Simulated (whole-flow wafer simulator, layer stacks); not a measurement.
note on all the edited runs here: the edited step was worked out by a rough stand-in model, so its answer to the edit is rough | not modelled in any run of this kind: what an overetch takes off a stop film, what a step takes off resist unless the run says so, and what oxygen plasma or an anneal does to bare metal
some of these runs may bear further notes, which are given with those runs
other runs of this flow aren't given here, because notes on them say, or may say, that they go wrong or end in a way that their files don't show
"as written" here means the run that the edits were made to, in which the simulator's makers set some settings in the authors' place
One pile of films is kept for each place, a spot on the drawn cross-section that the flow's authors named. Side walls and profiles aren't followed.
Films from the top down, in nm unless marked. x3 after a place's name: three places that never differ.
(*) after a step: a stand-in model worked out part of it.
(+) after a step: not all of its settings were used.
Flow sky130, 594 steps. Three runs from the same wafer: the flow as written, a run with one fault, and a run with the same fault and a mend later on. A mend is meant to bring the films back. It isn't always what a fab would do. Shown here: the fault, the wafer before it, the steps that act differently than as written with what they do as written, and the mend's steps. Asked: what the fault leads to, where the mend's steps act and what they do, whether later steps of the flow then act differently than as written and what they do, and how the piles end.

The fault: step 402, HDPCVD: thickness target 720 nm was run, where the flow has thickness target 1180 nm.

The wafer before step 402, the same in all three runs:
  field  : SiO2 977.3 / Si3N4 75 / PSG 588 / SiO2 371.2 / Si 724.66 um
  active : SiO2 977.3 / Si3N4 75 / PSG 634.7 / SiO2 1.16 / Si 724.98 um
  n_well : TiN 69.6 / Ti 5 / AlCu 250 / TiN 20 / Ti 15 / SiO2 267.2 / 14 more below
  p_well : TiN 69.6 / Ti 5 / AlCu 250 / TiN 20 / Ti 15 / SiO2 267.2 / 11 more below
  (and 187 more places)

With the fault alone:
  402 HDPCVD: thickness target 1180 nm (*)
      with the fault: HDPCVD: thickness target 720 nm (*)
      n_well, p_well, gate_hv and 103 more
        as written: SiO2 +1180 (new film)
        with the fault: SiO2 +720 (new film)
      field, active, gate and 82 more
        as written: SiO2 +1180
        with the fault: SiO2 +720
  Later steps of the flow that act differently than as written (22 more steps differ only slightly, by at most 2% or 0.5 nm, whichever is larger, and aren't shown):
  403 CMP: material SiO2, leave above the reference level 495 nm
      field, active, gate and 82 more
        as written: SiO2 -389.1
        with the fault: nothing
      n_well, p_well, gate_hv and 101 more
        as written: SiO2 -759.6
        with the fault: SiO2 -299.6
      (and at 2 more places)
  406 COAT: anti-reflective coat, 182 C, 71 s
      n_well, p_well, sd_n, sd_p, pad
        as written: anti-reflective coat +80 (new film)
        with the fault: anti-reflective coat +9.78 (new film)
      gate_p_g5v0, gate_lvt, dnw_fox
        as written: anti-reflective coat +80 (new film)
        with the fault: anti-reflective coat +52.7 (new film)
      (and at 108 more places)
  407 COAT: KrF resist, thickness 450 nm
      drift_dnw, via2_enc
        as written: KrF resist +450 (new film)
        with the fault: KrF resist +434.3 (new film)
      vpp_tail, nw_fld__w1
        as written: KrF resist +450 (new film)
        with the fault: KrF resist +439.8 (new film)
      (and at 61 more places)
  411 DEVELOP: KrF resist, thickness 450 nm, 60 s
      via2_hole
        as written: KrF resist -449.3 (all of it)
        with the fault: KrF resist -433.9 (all of it)
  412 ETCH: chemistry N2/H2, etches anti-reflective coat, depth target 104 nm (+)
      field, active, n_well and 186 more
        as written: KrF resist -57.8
        with the fault: KrF resist -27.6
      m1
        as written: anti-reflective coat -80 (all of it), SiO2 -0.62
        with the fault: anti-reflective coat -38 (all of it), SiO2 -0.3
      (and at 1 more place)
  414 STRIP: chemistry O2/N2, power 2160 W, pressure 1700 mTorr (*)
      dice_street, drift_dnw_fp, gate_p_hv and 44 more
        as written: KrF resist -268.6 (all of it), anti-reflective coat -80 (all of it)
        with the fault: KrF resist -298.8 (all of it), anti-reflective coat -80 (all of it)
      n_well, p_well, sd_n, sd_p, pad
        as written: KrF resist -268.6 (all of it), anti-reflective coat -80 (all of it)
        with the fault: KrF resist -301.8 (all of it), anti-reflective coat -9.78 (all of it)
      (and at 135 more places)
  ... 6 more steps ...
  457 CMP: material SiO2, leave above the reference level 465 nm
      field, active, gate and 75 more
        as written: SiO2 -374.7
        with the fault: SiO2 -393.2
  At the end the piles differ from the flow's by more than 2% or 0.5 nm, whichever is larger, at field, active, gate and 84 more.
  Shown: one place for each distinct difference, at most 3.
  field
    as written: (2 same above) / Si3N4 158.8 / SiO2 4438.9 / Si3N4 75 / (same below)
    with the fault: (2 same above) / Si3N4 158.8 / SiO2 2681.9 / W 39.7 / TiN 20 / SiO2 1697.3 / Si3N4 75 / (same below)
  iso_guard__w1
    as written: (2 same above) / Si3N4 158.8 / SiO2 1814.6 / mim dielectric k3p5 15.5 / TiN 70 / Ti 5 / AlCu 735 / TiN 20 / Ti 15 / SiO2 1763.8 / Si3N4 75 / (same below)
    with the fault: (2 same above) / Si3N4 158.8 / SiO2 1815.2 / mim dielectric k3p5 15.5 / TiN 70 / Ti 5 / AlCu 735 / TiN 20 / Ti 15 / W 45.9 / TiN 20 / SiO2 1697.3 / Si3N4 75 / (same below)
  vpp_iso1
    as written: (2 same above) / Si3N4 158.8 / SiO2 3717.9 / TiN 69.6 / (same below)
    with the fault: (2 same above) / Si3N4 158.8 / SiO2 2681.9 / W 39.7 / TiN 20 / SiO2 976.3 / TiN 69.6 / (same below)

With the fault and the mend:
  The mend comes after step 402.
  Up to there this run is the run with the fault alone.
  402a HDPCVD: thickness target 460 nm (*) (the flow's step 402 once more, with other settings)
      field, active, n_well and 188 more
        SiO2 +460
  No later step of the flow acts differently than as written, at any place that is followed, by more than 2% or 0.5 nm, whichever is larger.
  At the end the piles are the same as the flow's at every place that both follow.
